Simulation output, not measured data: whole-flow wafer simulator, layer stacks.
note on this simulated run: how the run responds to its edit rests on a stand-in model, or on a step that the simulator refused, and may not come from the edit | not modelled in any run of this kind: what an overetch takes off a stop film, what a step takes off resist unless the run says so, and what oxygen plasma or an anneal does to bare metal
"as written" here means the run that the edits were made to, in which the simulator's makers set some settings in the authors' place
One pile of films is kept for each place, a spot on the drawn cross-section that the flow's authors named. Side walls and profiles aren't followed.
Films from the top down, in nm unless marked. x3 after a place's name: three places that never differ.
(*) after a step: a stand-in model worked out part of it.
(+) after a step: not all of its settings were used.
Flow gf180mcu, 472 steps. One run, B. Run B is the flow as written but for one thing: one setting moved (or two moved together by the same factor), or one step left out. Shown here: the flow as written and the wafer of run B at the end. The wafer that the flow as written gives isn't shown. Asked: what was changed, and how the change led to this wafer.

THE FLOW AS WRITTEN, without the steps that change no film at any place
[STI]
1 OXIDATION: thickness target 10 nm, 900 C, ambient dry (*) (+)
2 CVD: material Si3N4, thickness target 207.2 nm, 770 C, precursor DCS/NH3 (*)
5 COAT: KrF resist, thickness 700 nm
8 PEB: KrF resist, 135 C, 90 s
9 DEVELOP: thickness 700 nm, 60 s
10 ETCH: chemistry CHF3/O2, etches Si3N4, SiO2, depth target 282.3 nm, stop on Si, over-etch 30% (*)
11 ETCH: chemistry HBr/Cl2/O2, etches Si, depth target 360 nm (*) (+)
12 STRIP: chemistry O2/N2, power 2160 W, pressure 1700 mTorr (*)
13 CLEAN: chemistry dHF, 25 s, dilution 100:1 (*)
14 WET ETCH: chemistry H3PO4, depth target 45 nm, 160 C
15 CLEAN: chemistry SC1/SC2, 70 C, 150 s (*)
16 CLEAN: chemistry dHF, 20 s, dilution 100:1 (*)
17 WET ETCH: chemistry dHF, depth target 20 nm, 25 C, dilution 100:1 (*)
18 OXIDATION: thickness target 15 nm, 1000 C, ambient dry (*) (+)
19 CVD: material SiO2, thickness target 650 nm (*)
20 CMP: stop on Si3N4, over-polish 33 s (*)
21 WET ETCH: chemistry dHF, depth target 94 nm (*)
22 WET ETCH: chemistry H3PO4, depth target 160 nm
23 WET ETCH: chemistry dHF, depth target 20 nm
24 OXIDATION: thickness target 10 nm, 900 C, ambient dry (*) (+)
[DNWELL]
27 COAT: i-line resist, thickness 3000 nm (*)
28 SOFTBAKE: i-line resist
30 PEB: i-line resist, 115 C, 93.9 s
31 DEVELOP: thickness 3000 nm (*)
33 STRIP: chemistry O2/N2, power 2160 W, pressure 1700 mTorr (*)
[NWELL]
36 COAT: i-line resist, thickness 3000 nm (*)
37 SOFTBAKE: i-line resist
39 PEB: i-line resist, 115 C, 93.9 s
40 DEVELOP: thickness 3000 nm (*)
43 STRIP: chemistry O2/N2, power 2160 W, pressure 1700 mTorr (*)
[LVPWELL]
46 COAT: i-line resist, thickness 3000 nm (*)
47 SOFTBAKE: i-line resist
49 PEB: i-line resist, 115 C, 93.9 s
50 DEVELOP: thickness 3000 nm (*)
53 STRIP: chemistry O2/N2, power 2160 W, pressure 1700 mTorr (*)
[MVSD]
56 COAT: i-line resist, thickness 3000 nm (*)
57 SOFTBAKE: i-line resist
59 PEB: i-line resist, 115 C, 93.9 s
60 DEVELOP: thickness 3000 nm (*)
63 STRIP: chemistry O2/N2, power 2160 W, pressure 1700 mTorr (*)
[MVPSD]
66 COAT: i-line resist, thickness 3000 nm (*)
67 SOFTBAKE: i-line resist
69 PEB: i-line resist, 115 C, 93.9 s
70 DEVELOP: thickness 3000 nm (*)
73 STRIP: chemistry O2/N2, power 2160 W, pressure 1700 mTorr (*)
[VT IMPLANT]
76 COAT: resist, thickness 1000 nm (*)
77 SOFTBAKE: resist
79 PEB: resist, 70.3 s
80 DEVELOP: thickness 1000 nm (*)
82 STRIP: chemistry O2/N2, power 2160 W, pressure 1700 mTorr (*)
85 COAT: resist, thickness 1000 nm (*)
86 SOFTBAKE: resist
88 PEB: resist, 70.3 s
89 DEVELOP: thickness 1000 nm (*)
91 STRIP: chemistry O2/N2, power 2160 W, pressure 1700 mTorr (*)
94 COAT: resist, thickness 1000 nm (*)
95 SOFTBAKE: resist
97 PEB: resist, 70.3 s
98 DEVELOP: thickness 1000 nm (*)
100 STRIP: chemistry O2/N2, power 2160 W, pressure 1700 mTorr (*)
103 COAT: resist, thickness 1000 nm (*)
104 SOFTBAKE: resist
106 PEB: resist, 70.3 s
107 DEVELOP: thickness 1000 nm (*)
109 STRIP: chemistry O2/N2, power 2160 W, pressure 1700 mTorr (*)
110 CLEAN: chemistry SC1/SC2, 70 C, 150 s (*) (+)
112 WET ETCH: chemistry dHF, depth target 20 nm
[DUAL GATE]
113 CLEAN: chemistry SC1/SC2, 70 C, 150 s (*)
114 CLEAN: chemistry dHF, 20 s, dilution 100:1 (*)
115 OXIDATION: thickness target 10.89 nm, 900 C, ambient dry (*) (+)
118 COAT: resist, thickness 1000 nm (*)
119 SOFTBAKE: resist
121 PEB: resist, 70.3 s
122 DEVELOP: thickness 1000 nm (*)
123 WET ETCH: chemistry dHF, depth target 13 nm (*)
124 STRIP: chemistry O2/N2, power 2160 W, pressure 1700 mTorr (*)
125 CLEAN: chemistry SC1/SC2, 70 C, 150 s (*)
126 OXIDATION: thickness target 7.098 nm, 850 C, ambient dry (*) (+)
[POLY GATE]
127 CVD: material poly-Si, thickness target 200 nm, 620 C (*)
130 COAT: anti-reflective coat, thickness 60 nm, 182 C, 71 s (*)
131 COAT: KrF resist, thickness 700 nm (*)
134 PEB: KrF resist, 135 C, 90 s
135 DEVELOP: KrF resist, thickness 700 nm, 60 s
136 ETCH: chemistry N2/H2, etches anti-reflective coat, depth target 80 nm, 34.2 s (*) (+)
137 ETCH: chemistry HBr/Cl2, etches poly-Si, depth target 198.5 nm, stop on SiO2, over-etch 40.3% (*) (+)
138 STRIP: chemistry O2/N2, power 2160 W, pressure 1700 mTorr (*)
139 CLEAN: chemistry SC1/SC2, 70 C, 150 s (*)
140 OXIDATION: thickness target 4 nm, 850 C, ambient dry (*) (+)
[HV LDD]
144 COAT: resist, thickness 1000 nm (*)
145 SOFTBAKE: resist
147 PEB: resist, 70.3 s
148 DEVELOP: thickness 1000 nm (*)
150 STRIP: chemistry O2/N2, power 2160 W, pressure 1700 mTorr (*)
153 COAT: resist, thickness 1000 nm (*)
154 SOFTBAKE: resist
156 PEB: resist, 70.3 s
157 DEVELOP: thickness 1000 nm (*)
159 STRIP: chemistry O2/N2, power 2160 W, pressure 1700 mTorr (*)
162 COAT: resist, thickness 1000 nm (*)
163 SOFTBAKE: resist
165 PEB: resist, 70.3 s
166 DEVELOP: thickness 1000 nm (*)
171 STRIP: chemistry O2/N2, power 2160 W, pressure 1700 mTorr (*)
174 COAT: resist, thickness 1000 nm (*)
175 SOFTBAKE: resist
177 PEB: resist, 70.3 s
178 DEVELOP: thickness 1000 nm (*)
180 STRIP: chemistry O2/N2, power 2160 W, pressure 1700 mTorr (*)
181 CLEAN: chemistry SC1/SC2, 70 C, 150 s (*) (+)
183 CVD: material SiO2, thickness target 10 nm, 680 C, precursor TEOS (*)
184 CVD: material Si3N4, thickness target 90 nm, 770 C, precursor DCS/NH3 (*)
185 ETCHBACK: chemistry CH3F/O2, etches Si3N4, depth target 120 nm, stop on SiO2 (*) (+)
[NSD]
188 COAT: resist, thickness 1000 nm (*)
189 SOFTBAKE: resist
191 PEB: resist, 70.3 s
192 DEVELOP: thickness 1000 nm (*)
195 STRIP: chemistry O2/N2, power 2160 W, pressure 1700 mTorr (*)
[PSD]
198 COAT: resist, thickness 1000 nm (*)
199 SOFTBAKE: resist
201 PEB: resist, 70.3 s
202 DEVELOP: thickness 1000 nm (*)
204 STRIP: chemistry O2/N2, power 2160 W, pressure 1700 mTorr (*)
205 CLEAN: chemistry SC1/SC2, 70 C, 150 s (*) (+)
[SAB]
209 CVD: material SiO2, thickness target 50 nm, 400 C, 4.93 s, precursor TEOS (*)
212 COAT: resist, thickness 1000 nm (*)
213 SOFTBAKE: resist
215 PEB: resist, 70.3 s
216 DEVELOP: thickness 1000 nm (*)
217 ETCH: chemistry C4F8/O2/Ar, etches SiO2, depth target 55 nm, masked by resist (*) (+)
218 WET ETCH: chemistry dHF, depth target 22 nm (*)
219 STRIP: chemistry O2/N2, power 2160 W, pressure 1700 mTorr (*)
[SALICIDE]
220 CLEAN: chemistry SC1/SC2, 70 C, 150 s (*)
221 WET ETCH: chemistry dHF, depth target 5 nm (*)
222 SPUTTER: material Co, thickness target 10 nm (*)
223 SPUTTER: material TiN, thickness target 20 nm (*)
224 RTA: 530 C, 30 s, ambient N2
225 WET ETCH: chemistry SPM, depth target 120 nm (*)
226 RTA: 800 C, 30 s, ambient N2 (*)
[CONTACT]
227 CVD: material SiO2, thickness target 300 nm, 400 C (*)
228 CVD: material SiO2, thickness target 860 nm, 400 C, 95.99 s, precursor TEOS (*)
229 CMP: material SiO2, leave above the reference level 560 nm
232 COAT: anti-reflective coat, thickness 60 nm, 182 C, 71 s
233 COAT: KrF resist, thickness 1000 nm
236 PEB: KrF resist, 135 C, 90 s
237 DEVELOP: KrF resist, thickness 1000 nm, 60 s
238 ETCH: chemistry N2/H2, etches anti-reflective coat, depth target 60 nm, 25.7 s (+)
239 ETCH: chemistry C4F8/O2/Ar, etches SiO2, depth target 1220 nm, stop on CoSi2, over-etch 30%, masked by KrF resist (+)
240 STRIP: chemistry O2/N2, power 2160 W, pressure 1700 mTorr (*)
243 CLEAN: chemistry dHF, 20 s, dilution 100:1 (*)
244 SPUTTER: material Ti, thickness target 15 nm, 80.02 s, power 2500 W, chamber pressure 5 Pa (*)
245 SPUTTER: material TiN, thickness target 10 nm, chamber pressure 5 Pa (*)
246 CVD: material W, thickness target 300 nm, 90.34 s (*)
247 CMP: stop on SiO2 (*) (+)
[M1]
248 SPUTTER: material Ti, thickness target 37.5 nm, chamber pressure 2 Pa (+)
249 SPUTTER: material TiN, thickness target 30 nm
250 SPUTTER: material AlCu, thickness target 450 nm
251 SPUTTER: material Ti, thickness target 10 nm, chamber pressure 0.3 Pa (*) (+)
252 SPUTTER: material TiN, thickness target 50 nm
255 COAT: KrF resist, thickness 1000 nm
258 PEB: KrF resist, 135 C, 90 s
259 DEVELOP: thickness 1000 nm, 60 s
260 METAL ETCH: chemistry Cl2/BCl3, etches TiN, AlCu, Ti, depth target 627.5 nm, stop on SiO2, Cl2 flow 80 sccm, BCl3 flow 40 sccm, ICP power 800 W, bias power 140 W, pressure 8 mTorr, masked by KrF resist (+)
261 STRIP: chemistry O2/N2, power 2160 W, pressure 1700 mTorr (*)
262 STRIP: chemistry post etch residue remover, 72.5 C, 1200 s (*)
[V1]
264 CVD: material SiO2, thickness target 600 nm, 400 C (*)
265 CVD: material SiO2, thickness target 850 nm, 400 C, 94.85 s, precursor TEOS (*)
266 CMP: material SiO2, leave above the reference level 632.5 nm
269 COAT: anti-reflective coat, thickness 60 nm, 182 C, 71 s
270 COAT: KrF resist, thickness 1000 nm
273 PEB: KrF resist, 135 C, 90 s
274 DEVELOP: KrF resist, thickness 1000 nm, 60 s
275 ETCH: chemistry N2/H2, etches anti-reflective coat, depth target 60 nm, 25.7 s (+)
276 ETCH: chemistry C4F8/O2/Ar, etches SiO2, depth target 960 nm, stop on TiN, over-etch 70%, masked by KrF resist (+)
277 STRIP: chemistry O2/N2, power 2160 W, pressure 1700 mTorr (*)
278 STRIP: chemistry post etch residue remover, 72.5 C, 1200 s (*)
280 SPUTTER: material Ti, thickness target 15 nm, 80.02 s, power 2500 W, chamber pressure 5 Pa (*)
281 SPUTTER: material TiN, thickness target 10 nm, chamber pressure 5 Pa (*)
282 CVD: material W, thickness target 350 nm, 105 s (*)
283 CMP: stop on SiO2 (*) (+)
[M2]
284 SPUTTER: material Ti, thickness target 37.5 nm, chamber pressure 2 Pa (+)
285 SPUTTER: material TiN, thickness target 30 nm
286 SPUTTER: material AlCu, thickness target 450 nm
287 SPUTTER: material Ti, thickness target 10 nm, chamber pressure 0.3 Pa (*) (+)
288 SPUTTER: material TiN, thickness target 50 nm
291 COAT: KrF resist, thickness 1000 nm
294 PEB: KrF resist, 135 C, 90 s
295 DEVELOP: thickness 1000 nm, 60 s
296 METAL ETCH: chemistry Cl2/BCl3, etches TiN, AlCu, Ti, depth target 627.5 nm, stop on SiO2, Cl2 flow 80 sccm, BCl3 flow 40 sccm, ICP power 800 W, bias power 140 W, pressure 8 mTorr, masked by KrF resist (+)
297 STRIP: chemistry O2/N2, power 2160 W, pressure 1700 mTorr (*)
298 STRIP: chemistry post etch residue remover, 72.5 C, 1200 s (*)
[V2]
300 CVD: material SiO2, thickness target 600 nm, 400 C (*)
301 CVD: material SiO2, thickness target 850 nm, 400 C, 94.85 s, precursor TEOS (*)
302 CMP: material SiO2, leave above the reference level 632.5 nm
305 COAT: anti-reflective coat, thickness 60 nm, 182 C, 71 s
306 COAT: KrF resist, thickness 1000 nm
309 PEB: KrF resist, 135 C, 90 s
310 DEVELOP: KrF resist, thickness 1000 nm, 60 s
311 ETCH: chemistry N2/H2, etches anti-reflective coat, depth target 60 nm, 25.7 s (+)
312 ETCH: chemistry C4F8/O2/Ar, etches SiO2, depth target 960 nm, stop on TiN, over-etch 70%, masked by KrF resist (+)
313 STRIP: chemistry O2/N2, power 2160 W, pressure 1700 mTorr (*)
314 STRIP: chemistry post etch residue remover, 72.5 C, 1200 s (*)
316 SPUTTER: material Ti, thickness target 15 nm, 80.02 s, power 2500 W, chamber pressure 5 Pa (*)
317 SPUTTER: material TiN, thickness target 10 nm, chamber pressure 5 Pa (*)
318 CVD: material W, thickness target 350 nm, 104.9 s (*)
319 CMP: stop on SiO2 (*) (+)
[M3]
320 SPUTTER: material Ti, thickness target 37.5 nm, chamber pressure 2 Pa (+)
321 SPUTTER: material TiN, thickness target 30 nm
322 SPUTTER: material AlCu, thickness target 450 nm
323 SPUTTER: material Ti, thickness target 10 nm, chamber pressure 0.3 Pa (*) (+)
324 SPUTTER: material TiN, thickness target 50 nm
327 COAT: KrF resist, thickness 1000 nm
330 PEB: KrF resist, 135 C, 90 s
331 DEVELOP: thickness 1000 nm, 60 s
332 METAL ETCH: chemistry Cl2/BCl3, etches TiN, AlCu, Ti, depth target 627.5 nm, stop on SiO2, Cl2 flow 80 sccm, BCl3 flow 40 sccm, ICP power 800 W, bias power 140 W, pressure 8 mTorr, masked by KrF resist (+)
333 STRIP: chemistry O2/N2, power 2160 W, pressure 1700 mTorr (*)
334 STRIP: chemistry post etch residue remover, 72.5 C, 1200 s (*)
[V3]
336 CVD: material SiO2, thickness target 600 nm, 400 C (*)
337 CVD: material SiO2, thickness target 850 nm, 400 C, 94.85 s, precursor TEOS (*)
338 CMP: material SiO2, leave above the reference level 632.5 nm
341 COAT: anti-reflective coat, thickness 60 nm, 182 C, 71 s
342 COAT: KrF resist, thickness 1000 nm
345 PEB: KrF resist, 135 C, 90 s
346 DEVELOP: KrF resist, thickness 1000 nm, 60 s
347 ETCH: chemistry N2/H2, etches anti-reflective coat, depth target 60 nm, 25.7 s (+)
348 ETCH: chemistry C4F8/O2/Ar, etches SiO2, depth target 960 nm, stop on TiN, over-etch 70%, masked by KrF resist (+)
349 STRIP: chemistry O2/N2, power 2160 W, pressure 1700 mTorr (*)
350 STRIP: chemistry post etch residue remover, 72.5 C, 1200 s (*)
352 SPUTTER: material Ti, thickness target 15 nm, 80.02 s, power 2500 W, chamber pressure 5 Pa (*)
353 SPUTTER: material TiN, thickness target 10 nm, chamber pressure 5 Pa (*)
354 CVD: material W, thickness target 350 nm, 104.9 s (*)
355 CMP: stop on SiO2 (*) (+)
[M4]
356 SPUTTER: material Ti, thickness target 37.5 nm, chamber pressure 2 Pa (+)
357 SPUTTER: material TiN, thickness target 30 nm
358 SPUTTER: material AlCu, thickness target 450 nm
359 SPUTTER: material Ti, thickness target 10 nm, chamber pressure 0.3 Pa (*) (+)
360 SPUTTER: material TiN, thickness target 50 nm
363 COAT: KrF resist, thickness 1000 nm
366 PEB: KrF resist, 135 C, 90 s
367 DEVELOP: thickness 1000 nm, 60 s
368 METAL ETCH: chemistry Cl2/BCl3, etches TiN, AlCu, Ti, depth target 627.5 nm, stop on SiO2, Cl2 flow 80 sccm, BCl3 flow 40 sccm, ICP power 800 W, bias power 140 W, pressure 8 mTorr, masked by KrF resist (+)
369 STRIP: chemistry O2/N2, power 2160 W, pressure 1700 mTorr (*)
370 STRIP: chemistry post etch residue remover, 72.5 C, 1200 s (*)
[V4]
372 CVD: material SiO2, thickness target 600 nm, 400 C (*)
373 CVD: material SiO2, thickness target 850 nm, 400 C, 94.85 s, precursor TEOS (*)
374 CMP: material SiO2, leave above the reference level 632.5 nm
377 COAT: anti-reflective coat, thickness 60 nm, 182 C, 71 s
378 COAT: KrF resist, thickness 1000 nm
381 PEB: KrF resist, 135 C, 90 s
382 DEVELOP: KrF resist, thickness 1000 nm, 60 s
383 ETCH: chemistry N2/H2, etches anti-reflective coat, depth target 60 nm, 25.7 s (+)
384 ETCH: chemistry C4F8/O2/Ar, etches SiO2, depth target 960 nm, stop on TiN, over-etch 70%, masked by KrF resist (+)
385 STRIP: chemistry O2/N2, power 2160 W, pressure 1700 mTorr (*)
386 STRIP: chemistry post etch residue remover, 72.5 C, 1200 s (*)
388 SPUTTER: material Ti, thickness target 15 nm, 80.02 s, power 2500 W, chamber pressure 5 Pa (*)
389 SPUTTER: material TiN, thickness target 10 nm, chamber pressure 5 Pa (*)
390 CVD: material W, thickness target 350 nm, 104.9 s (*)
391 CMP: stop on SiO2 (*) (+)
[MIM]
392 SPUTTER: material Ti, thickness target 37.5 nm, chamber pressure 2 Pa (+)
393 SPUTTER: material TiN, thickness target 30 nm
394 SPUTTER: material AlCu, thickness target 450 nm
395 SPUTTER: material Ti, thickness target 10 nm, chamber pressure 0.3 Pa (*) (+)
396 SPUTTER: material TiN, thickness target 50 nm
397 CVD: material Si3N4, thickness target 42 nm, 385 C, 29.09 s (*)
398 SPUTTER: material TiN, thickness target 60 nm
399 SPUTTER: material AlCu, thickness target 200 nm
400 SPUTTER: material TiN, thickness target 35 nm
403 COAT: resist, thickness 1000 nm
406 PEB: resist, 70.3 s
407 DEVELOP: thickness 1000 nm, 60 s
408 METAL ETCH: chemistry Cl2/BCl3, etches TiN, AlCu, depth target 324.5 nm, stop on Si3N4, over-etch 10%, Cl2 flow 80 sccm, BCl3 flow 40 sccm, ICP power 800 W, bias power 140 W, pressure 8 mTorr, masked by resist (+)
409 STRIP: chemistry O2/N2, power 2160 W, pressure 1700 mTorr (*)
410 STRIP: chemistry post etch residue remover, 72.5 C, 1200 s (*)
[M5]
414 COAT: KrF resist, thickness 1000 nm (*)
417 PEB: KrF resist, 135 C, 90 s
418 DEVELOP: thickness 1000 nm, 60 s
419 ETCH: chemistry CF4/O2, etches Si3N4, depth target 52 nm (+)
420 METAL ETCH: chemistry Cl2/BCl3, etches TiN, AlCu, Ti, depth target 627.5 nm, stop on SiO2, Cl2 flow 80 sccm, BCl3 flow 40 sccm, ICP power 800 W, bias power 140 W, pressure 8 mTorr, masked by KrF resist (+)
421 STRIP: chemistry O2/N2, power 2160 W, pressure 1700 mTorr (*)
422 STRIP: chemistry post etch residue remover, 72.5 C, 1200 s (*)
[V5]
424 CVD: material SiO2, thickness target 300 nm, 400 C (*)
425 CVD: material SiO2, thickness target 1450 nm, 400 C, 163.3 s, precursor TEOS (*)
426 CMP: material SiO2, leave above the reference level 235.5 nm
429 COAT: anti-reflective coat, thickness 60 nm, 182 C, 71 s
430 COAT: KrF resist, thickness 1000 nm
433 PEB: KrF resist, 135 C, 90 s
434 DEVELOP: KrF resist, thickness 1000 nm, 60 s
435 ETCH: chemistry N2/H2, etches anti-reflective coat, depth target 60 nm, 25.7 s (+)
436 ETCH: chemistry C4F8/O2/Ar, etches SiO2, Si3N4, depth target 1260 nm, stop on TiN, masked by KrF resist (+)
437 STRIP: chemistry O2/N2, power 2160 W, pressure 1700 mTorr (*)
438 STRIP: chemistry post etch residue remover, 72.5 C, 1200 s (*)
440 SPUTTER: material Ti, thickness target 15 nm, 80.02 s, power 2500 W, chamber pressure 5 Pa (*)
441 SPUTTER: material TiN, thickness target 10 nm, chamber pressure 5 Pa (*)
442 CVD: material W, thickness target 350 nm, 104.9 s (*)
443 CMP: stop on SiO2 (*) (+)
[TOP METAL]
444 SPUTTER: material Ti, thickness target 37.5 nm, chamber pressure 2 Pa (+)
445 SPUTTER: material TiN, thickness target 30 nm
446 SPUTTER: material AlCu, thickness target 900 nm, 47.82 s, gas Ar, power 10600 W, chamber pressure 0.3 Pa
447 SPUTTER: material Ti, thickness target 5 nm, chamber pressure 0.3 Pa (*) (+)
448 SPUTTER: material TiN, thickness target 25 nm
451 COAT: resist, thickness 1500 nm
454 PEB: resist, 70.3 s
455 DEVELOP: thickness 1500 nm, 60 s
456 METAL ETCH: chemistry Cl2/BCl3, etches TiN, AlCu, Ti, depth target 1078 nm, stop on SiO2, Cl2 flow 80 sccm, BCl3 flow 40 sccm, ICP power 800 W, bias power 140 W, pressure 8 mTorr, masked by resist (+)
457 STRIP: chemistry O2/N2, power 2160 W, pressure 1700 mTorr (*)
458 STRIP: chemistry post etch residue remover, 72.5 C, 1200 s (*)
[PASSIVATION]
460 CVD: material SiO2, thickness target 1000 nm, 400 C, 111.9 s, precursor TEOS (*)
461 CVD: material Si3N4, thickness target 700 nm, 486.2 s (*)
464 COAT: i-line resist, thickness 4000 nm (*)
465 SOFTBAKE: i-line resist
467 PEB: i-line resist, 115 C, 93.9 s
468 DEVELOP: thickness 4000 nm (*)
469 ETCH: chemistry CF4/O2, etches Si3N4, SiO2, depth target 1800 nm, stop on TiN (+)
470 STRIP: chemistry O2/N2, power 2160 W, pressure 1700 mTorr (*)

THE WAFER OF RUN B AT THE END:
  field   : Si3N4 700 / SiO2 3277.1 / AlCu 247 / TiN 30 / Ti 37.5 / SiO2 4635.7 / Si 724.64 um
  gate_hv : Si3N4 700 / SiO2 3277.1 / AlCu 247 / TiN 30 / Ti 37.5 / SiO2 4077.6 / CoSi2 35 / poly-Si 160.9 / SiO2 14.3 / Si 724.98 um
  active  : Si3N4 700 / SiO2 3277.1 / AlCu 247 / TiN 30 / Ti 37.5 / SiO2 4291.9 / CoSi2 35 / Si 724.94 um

The cause: step 368, METAL ETCH: depth target 257.3 nm was run, where the flow has depth target 627.5 nm.

How the change led to this, step by step:
  368 METAL ETCH: chemistry Cl2/BCl3, etches TiN, AlCu, Ti, depth target 627.5 nm, stop on SiO2, Cl2 flow 80 sccm, BCl3 flow 40 sccm, ICP power 800 W, bias power 140 W, pressure 8 mTorr, masked by KrF resist (+)
      field, field__w1, field__w2 and 103 more: TiN -50 (all of it), Ti -10 (all of it), AlCu -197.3 (as written it would be: TiN -50 (all of it), Ti -10 (all of it), AlCu -450 (all of it), TiN -30 (all of it), Ti -37.5 (all of it))
      field__w8, contact, m1, m1__w1, m1_nw: KrF resist -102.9 (as written it would be: KrF resist -251)
  369 STRIP: chemistry O2/N2, power 2160 W, pressure 1700 mTorr (*)
      field__w8, contact, m1, m1__w1, m1_nw: KrF resist -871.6 (all of it) (as written it would be: KrF resist -723.5 (all of it))
  370 STRIP: chemistry post etch residue remover, 72.5 C, 1200 s (*)
      field, field__w1, field__w2 and 103 more: AlCu -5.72 (as written it would be: nothing)
  372 CVD: material SiO2, thickness target 600 nm, 400 C (*)
      field, field__w1, field__w2 and 103 more: SiO2 +600 (new film) (as written it would be: SiO2 +600)
  374 CMP: material SiO2, leave above the reference level 632.5 nm
      field, field__w1, field__w2 and 103 more: SiO2 -614.5 (as written it would be: SiO2 -300)
Counting metal films that touch as one body, field has 1 body; the flow as written gives 0 bodies.
Counting metal films that touch as one body, gate_hv has 2 bodies (between them, from the top down: SiO2 4077.6); the flow as written gives 1 body.
Counting metal films that touch as one body, active has 2 bodies (between them, from the top down: SiO2 4291.9); the flow as written gives 1 body.
